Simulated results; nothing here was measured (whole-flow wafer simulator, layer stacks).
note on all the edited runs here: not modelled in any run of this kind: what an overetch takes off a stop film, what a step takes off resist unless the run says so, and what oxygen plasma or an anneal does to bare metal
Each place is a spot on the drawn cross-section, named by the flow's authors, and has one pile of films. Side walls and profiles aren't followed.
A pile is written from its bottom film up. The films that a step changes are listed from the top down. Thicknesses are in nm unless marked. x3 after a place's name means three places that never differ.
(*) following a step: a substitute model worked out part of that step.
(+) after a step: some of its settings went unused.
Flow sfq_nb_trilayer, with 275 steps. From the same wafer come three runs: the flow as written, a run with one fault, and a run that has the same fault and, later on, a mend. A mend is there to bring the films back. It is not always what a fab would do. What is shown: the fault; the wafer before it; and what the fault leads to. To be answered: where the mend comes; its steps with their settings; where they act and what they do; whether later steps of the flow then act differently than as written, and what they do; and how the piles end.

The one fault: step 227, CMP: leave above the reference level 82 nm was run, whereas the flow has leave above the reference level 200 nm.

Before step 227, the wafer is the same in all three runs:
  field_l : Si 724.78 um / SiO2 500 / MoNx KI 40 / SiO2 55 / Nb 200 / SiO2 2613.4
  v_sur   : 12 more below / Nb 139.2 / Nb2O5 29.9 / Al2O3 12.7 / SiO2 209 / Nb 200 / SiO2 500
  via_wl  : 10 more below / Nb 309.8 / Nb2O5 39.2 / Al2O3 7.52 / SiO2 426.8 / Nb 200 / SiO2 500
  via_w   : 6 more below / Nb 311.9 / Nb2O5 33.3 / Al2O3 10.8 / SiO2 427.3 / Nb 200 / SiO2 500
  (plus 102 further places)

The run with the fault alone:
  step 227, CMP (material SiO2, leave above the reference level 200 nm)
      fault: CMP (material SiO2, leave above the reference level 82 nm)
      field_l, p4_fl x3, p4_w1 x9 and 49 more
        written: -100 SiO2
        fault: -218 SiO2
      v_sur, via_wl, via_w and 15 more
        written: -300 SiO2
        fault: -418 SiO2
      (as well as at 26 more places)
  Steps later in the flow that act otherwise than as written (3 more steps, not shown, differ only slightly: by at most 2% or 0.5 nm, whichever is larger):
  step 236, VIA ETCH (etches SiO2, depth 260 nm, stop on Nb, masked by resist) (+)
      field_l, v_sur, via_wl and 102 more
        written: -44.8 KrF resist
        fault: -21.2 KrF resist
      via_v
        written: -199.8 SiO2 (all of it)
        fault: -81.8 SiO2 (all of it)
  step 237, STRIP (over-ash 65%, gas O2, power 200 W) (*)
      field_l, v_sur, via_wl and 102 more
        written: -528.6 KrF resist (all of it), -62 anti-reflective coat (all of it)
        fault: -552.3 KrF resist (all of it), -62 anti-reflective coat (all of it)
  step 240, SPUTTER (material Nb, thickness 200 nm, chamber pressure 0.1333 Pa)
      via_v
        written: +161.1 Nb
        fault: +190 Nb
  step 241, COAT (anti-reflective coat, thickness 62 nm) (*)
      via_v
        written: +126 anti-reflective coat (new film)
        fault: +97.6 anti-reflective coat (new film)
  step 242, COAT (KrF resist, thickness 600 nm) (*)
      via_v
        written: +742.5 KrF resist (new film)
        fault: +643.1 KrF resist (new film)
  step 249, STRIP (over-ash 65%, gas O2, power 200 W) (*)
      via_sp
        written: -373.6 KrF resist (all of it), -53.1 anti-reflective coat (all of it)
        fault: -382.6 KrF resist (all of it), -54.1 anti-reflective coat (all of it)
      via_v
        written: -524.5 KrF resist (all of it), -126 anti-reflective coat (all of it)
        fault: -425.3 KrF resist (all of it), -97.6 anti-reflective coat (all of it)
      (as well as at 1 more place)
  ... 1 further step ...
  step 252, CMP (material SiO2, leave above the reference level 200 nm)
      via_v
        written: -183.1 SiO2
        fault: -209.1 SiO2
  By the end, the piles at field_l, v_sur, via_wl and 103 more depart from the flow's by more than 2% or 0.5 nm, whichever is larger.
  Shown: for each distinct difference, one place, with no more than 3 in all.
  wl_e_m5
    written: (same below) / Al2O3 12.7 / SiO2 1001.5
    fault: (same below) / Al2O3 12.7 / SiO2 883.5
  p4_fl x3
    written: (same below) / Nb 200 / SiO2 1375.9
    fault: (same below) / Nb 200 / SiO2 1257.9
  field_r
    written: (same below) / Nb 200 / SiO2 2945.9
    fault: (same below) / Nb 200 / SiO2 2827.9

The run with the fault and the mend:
  The mend follows step 228.
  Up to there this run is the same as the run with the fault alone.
  step 228a, PECVD (material SiO2, thickness 118 nm, 150 C, 26.22 s, RF power 183.3 W, pressure 2.4 Torr, precursor SiH4/N2O) (a further turn of the flow's step 226, with different settings)
      field_l, v_sur, via_wl and 103 more
        +118 SiO2
  Later steps of the flow that are run all act as written at every place that is followed.
  The piles end the same as the flow's at every place that both follow.
